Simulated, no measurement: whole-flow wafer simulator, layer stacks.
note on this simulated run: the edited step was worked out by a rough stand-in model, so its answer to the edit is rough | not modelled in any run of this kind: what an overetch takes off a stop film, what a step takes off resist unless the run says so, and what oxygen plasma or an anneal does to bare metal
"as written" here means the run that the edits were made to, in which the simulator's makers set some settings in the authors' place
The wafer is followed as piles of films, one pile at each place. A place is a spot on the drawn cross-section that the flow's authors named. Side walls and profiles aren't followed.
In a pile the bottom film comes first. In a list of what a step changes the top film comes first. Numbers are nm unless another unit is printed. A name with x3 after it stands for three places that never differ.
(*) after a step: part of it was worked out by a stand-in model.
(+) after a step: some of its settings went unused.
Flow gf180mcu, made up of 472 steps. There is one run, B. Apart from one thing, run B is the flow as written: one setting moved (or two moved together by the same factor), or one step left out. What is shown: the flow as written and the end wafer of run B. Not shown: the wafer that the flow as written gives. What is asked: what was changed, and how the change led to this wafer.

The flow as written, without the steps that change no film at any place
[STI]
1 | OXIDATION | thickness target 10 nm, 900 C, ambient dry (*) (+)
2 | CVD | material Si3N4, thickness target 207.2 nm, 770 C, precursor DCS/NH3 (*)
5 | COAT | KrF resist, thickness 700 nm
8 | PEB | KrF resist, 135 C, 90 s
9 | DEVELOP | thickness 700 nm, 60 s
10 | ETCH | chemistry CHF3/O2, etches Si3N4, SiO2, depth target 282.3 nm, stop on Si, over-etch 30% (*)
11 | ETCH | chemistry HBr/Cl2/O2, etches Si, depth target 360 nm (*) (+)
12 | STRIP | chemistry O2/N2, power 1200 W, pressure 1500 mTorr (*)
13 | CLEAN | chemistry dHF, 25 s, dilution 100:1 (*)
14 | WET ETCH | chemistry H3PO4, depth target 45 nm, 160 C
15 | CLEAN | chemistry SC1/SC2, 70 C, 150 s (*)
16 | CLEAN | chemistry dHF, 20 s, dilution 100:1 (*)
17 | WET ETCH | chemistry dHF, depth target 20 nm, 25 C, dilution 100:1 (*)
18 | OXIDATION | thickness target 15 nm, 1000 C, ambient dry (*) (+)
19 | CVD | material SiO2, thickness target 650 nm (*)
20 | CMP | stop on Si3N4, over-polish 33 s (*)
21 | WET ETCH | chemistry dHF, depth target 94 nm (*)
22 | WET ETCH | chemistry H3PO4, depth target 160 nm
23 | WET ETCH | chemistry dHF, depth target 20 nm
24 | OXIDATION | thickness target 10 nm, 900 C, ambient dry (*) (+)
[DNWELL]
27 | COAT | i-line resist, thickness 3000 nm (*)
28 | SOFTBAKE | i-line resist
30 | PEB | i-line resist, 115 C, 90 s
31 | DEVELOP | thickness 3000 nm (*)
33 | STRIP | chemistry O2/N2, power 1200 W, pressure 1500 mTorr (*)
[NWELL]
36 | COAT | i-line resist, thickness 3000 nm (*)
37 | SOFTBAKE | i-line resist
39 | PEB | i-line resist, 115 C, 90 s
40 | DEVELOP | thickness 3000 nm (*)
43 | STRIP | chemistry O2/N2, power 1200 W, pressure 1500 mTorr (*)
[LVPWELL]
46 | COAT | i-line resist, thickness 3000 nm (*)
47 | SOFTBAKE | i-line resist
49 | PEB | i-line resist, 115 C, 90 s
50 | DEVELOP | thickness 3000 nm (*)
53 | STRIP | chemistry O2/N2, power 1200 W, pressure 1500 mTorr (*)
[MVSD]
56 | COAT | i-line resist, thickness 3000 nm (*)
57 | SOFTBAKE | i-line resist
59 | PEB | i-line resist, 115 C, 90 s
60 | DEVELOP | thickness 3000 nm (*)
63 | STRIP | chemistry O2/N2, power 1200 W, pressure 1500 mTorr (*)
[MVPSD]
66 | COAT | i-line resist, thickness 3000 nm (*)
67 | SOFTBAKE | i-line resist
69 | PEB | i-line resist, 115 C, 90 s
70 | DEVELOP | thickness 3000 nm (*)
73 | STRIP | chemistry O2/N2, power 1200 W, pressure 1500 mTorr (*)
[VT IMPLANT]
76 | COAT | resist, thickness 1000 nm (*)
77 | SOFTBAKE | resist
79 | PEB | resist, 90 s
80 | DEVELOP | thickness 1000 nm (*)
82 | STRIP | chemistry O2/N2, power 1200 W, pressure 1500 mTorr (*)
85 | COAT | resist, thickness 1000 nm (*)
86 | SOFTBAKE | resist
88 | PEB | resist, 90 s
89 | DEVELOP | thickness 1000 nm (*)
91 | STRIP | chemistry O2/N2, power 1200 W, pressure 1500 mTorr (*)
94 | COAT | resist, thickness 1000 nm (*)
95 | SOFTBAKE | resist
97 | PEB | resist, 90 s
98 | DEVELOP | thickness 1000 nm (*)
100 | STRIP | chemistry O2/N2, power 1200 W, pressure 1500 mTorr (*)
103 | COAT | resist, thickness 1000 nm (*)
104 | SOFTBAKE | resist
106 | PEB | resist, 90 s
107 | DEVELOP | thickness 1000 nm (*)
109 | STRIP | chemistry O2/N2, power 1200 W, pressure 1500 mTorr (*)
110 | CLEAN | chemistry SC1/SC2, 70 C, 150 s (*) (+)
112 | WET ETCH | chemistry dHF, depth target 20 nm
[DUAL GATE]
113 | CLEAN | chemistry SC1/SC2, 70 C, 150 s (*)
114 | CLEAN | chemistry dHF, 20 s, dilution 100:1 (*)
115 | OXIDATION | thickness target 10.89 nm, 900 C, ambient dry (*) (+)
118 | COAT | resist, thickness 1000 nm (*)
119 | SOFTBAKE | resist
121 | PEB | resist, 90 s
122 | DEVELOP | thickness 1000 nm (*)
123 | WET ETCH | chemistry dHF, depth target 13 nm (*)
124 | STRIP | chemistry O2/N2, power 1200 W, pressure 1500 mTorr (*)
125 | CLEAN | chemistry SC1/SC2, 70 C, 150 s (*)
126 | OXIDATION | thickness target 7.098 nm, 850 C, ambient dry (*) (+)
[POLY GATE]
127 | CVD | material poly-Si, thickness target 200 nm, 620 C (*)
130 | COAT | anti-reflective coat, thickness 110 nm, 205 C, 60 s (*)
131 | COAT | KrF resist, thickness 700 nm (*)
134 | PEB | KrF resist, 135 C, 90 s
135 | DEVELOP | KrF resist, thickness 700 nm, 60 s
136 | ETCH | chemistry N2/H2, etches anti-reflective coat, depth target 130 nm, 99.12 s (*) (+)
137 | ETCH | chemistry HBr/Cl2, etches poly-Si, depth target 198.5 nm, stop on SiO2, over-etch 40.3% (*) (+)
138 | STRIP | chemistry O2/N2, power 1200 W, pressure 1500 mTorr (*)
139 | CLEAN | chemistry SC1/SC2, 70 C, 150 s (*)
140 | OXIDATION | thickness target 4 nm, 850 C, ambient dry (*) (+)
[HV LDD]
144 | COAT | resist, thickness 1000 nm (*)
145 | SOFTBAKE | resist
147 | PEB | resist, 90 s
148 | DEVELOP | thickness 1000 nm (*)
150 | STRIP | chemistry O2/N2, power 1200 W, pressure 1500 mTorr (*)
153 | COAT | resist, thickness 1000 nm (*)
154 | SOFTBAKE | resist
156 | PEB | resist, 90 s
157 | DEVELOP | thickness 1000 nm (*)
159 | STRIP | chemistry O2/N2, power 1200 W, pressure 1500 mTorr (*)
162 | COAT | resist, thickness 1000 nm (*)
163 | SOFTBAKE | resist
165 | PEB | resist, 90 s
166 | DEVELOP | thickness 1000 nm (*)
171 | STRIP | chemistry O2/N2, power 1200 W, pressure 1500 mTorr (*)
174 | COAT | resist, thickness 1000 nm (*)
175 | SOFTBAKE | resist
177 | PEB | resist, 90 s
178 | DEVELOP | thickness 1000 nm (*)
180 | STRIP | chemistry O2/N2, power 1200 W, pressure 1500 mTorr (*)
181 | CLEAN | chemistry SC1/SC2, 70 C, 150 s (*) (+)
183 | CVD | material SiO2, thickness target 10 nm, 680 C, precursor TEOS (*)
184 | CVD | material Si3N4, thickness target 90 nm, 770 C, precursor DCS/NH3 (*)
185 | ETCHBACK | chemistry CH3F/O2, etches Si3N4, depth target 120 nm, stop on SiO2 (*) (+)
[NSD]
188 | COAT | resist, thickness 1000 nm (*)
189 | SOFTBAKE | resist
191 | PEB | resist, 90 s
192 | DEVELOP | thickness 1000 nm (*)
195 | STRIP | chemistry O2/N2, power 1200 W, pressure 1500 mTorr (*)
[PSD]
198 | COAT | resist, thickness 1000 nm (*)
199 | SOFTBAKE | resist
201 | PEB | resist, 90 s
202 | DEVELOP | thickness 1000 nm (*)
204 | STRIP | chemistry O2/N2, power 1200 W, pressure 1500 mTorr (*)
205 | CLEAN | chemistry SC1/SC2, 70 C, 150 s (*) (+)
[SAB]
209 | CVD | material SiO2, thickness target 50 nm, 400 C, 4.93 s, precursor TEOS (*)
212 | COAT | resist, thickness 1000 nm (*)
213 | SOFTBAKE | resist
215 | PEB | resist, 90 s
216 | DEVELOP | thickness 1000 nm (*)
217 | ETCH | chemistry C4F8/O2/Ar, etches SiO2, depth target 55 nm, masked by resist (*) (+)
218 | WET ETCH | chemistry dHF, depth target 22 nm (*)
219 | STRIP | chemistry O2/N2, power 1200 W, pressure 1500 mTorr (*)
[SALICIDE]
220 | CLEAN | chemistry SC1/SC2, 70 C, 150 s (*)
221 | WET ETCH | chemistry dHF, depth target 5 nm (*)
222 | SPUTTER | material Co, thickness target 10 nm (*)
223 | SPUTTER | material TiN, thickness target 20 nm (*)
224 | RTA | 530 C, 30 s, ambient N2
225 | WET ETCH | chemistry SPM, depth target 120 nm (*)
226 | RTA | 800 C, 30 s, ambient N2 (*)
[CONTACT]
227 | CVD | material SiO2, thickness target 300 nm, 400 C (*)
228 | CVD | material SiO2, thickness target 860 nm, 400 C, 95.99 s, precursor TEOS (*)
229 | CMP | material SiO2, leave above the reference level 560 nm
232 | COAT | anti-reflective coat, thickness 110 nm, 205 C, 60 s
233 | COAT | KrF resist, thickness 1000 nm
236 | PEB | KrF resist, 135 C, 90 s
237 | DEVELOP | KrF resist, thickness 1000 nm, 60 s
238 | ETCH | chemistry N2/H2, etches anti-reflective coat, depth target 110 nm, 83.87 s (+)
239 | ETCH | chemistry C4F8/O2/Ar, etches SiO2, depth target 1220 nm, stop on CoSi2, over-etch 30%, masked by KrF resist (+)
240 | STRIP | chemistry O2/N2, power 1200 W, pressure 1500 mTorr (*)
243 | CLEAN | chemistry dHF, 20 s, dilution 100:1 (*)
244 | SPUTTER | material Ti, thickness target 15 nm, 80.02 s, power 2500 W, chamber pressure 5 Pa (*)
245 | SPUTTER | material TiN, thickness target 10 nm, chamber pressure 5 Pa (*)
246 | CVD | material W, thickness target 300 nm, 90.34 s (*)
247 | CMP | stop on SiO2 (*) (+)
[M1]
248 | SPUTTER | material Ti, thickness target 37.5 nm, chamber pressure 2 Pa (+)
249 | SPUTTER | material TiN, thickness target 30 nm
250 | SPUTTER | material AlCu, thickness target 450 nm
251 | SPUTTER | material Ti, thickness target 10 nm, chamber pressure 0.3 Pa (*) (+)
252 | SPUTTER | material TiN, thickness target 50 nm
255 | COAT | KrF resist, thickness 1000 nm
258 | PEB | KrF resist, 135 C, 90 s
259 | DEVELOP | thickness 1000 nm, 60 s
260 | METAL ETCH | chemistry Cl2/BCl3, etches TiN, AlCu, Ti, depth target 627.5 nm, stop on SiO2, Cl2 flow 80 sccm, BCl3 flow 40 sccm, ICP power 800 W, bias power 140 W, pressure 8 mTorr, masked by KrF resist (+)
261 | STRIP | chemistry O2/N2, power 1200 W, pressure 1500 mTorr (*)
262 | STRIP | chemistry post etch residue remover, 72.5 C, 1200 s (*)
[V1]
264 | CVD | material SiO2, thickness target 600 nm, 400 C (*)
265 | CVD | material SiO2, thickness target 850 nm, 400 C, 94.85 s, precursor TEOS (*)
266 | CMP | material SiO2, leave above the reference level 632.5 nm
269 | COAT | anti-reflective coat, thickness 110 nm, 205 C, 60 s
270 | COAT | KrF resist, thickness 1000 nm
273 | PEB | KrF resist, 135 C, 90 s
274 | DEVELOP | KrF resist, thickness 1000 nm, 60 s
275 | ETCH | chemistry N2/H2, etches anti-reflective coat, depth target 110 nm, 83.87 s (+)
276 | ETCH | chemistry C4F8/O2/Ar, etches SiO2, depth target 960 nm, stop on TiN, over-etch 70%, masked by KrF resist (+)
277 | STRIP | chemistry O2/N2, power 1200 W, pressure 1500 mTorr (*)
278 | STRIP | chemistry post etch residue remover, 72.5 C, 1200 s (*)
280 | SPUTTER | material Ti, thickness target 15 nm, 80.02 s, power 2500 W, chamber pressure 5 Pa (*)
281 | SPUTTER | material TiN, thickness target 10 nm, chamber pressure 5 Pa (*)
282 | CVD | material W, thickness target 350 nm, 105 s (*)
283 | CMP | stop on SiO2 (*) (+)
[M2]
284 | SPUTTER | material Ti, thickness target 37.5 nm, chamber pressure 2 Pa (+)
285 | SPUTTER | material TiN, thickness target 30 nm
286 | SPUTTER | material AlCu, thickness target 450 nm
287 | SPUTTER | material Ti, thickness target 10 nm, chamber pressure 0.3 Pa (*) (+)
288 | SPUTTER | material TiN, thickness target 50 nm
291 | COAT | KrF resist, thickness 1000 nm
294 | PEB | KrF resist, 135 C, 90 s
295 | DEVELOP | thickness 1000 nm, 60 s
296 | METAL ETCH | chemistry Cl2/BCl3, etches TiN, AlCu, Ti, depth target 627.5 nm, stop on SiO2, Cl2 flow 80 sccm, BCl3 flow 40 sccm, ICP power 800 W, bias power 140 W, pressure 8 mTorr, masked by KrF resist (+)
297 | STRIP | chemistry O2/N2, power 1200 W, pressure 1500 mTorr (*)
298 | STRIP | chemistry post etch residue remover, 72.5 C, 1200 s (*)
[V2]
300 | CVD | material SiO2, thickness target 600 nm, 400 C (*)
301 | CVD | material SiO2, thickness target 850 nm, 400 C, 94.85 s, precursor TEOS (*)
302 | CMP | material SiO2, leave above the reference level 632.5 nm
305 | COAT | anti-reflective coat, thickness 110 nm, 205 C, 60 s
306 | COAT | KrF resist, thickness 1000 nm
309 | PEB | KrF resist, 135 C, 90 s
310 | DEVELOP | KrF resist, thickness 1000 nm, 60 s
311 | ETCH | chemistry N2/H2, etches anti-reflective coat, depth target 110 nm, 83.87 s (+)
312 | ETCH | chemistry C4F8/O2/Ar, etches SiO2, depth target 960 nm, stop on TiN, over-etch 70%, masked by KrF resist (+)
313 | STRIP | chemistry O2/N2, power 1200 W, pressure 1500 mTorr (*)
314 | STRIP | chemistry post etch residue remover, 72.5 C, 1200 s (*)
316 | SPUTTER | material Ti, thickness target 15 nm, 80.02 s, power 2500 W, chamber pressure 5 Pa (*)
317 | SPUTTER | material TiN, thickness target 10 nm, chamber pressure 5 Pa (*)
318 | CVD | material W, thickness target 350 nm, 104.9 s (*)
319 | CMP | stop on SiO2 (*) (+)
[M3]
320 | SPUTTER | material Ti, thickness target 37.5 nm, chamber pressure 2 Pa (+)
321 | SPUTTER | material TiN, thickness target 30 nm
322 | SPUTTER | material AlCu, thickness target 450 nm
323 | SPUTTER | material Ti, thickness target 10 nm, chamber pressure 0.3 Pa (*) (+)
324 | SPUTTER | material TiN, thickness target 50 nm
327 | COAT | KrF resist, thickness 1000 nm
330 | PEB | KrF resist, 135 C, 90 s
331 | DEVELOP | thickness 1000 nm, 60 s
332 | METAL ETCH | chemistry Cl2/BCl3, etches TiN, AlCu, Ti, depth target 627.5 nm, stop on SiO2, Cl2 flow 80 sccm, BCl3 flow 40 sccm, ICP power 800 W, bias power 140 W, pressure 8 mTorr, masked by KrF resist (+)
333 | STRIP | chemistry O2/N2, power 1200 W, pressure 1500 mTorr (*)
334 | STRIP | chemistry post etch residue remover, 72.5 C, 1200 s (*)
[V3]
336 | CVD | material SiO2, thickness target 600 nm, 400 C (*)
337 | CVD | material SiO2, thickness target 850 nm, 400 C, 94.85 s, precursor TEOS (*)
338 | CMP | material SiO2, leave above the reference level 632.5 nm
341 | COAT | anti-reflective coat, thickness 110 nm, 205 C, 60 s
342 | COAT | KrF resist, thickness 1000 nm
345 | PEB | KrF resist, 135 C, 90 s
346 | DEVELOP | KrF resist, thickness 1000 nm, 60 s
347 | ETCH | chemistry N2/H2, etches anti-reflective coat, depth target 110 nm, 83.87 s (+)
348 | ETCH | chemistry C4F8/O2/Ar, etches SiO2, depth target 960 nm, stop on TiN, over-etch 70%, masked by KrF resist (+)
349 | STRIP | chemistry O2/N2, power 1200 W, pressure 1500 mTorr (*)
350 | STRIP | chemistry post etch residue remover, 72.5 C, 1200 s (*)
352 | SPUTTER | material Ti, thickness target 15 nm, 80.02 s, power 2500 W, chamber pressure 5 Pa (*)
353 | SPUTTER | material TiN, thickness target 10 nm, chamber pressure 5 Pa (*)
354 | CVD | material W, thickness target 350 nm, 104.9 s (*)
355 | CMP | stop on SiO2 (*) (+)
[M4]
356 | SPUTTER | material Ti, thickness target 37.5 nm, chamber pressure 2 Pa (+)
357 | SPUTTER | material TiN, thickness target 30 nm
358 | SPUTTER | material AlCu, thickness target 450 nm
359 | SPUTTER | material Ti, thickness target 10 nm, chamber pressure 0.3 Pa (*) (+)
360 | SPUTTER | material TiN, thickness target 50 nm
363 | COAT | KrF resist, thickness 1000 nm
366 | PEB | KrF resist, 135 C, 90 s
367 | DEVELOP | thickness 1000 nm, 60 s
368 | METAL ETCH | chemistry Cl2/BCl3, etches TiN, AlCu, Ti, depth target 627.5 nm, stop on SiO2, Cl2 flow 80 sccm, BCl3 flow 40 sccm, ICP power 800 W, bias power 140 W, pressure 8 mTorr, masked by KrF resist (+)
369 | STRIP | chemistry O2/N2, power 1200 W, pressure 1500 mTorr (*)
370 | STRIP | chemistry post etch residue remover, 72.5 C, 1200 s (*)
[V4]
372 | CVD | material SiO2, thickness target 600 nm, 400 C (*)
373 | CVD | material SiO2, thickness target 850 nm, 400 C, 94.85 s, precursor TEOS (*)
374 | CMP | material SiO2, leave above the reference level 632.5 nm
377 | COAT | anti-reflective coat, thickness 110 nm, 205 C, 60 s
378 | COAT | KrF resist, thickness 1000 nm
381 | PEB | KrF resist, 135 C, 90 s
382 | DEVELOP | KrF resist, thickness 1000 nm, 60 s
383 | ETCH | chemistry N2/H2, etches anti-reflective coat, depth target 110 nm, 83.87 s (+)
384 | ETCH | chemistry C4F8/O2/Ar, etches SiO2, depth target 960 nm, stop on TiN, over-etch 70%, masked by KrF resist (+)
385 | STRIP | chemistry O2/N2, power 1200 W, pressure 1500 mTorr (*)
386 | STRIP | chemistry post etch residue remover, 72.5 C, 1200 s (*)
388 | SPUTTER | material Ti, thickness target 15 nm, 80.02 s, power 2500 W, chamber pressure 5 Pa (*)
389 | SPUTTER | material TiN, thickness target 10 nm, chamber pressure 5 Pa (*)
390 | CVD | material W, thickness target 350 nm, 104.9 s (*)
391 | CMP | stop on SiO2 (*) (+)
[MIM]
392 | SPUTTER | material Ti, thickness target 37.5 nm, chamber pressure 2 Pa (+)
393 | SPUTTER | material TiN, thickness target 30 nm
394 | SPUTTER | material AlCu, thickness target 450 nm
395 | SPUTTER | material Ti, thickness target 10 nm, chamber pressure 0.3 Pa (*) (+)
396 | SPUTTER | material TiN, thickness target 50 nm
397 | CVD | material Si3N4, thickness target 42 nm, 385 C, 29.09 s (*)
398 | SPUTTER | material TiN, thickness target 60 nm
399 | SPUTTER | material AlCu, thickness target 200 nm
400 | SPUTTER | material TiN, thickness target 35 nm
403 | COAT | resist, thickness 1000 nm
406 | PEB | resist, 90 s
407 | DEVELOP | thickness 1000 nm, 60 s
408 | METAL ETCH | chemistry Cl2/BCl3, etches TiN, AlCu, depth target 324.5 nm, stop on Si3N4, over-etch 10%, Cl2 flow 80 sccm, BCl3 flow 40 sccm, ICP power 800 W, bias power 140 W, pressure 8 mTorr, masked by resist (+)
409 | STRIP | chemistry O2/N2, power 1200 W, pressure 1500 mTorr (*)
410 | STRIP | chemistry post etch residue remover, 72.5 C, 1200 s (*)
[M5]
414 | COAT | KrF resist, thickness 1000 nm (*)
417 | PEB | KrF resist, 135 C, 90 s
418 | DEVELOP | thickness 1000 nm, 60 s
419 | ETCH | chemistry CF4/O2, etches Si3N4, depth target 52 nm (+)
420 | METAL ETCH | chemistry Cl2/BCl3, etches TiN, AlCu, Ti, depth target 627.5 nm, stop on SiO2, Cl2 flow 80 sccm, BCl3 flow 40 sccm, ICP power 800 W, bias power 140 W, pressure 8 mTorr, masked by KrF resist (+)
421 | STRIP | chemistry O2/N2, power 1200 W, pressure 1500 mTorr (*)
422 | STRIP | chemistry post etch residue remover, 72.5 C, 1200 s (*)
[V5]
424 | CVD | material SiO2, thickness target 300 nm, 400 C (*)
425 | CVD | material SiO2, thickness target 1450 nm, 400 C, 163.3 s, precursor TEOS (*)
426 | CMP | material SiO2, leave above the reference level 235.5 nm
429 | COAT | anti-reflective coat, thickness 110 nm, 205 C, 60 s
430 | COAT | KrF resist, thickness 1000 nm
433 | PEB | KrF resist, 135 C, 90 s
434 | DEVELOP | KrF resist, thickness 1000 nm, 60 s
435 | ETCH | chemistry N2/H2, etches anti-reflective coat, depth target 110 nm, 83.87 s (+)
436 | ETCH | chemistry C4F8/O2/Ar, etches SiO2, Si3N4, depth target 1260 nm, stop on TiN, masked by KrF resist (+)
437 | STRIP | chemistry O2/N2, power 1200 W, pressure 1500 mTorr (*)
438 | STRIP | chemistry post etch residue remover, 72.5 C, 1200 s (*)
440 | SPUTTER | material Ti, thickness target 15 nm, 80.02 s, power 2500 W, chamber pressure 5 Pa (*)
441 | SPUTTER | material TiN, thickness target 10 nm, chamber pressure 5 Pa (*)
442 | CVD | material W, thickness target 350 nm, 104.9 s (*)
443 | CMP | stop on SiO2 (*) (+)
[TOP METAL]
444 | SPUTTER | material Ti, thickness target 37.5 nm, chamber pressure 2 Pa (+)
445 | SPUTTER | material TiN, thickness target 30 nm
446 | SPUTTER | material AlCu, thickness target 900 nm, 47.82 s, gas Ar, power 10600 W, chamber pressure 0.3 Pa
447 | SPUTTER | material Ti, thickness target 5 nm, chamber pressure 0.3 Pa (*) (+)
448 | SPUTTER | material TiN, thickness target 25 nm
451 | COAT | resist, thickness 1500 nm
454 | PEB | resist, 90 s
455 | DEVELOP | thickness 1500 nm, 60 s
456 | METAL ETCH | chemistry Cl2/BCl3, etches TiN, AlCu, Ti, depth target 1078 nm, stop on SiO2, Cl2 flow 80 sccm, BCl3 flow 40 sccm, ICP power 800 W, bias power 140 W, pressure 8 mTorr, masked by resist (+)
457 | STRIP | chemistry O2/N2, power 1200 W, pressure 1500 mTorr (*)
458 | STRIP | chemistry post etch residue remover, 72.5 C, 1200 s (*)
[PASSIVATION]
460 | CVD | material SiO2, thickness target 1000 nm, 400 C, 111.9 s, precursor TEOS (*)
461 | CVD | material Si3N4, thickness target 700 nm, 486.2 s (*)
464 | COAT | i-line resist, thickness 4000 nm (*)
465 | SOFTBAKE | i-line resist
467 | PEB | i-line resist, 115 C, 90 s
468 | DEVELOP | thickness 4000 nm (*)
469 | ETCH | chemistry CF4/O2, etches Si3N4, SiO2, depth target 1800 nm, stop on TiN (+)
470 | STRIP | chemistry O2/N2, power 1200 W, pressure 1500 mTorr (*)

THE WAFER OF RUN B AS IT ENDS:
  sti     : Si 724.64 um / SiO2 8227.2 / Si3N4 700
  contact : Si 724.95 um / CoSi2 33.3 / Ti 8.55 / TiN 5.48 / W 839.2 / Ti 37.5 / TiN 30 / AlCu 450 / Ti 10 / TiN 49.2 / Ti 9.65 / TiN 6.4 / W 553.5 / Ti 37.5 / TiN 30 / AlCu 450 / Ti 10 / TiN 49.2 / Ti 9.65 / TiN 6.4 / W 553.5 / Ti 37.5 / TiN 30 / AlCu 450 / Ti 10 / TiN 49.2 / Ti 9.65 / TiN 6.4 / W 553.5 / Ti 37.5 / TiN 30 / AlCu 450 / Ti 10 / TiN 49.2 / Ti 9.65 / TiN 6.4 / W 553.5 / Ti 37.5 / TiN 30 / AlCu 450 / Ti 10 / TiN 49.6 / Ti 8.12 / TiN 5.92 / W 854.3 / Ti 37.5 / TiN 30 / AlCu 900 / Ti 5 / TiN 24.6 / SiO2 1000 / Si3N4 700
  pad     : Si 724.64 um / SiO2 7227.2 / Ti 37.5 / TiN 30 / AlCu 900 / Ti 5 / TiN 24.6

What caused this: step 441, SPUTTER: thickness target 11 nm was run, whereas the flow has thickness target 10 nm.

How this came from the change, step by step:
  441 | SPUTTER | material TiN, thickness target 10 nm, chamber pressure 5 Pa (*)
      field, field__w1, field__w2 and 108 more: +11 TiN (new film) (it would be, as written: +10 TiN (new film))
      contact: +5.92 TiN (new film) (it would be, as written: +5.38 TiN (new film))
  443 | CMP | stop on SiO2 (*) (+)
      field, field__w1, field__w2 and 108 more: -350 W (all of it), -11 TiN (all of it), -15 Ti (all of it), -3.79 SiO2 (it would be, as written: -350 W (all of it), -10 TiN (all of it), -15 Ti (all of it), -3.78 SiO2)
